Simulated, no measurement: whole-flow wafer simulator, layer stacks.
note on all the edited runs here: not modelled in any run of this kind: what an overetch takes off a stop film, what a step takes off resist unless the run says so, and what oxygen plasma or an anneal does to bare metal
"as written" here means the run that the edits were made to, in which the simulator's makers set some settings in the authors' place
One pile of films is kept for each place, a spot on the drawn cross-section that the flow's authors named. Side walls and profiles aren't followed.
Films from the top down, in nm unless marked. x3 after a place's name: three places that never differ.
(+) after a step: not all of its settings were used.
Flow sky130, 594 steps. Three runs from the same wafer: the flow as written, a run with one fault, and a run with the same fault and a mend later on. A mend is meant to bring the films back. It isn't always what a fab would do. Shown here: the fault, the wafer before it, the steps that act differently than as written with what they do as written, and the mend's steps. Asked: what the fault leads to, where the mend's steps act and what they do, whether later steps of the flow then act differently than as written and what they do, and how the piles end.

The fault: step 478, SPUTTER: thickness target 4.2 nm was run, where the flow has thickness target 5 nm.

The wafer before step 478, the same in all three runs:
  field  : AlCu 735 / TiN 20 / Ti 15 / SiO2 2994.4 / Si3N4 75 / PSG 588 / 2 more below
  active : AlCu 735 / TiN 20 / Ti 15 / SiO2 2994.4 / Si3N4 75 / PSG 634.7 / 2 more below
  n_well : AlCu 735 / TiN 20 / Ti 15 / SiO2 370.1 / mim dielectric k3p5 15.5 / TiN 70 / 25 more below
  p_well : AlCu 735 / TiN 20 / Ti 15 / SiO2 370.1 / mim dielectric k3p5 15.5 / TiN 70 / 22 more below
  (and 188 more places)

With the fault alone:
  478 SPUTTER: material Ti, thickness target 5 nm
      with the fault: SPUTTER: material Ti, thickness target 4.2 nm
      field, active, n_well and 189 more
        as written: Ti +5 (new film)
        with the fault: Ti +4.2 (new film)
  Later steps of the flow that act differently than as written (11 more steps differ only slightly, by at most 2% or 0.5 nm, whichever is larger, and aren't shown):
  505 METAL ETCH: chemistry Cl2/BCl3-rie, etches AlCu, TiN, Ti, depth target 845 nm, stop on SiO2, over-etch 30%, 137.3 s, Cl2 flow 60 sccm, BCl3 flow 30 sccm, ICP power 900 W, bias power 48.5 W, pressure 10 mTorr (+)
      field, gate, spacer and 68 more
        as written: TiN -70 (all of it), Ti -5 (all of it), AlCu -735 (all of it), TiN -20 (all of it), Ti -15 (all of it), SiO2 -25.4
        with the fault: TiN -70 (all of it), Ti -4.2 (all of it), AlCu -735 (all of it), TiN -20 (all of it), Ti -15 (all of it), SiO2 -25.4
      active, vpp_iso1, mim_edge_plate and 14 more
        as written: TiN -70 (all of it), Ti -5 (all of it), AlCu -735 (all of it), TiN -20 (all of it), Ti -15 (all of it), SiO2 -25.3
        with the fault: TiN -70 (all of it), Ti -4.2 (all of it), AlCu -735 (all of it), TiN -20 (all of it), Ti -15 (all of it), SiO2 -25.4
  At the end the piles differ from the flow's by more than 2% or 0.5 nm, whichever is larger, at n_well, p_well, gate_hv and 102 more.
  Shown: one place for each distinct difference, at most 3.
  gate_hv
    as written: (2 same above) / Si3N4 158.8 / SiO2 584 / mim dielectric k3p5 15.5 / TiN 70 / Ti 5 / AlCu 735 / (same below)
    with the fault: (2 same above) / Si3N4 158.8 / SiO2 584.8 / mim dielectric k3p5 15.5 / TiN 70 / Ti 4.2 / AlCu 735 / (same below)
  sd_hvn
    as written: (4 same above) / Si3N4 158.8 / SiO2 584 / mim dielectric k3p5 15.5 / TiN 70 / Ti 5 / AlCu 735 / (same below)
    with the fault: (4 same above) / Si3N4 158.8 / SiO2 584.8 / mim dielectric k3p5 15.5 / TiN 70 / Ti 4.2 / AlCu 735 / (same below)
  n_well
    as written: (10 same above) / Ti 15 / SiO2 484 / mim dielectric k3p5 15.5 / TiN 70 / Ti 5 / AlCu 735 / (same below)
    with the fault: (10 same above) / Ti 15 / SiO2 484.8 / mim dielectric k3p5 15.5 / TiN 70 / Ti 4.2 / AlCu 735 / (same below)

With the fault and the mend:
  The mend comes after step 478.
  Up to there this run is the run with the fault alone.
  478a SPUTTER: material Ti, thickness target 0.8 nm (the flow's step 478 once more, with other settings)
      field, active, n_well and 189 more
        Ti +0.8
  No later step of the flow acts differently than as written at any place that is followed.
  At the end the piles are the same as the flow's at every place that both follow.
